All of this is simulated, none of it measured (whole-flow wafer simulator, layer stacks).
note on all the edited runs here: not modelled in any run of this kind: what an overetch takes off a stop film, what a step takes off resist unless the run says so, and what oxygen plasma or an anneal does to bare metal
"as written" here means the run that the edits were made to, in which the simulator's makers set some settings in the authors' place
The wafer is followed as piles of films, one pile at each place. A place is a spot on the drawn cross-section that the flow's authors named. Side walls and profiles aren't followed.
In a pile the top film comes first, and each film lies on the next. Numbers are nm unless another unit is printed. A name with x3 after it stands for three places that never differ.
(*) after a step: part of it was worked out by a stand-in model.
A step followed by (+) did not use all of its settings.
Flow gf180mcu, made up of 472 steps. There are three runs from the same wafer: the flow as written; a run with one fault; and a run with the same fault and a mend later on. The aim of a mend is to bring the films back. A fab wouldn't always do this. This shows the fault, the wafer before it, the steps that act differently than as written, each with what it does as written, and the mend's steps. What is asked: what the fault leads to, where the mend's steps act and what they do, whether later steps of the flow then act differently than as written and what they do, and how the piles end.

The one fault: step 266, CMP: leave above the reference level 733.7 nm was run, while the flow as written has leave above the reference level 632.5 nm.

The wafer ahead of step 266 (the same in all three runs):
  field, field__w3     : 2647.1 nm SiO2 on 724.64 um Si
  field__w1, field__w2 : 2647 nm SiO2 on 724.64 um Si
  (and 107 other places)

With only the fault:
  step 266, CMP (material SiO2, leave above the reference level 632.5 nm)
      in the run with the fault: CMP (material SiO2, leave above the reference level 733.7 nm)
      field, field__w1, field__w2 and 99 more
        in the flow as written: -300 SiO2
        in the run with the fault: -198.8 SiO2
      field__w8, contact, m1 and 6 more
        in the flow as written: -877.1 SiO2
        in the run with the fault: -775.9 SiO2
  Steps further on in the flow that do not act as written (1 other step is not shown; it differs only slightly, by no more than 2% or 0.5 nm, whichever is larger):
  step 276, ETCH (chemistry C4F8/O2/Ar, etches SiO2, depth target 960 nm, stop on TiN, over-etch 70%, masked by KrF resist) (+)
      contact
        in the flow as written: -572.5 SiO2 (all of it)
        in the run with the fault: -673.7 SiO2 (all of it)
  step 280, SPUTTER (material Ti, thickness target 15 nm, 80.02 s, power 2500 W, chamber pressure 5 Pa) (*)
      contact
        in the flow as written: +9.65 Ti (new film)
        in the run with the fault: +9.1 Ti (new film)
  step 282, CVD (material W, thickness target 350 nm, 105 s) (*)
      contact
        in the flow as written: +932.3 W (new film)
        in the run with the fault: +1034.4 W (new film)
  At field__w8, contact, m1, m1__w1, m1_nw, the piles at the end differ from the flow's by more than 2% or 0.5 nm, whichever is larger.
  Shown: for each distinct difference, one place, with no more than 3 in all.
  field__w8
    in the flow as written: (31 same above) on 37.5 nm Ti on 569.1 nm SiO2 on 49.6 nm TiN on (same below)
    in the run with the fault: (31 same above) on 37.5 nm Ti on 670.3 nm SiO2 on 49.6 nm TiN on (same below)
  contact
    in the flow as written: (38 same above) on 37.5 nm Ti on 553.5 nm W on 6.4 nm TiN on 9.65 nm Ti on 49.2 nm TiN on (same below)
    in the run with the fault: (38 same above) on 37.5 nm Ti on 655.6 nm W on 6.04 nm TiN on 9.1 nm Ti on 49.2 nm TiN on (same below)

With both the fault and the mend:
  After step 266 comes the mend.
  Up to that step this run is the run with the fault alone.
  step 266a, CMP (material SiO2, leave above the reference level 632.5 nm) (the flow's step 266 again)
      field, field__w1, field__w2 and 108 more
        -101.2 SiO2
  None of the later steps of the flow acts differently than as written at any place that is followed.
  The piles end the same as the flow's at every place that both follow.
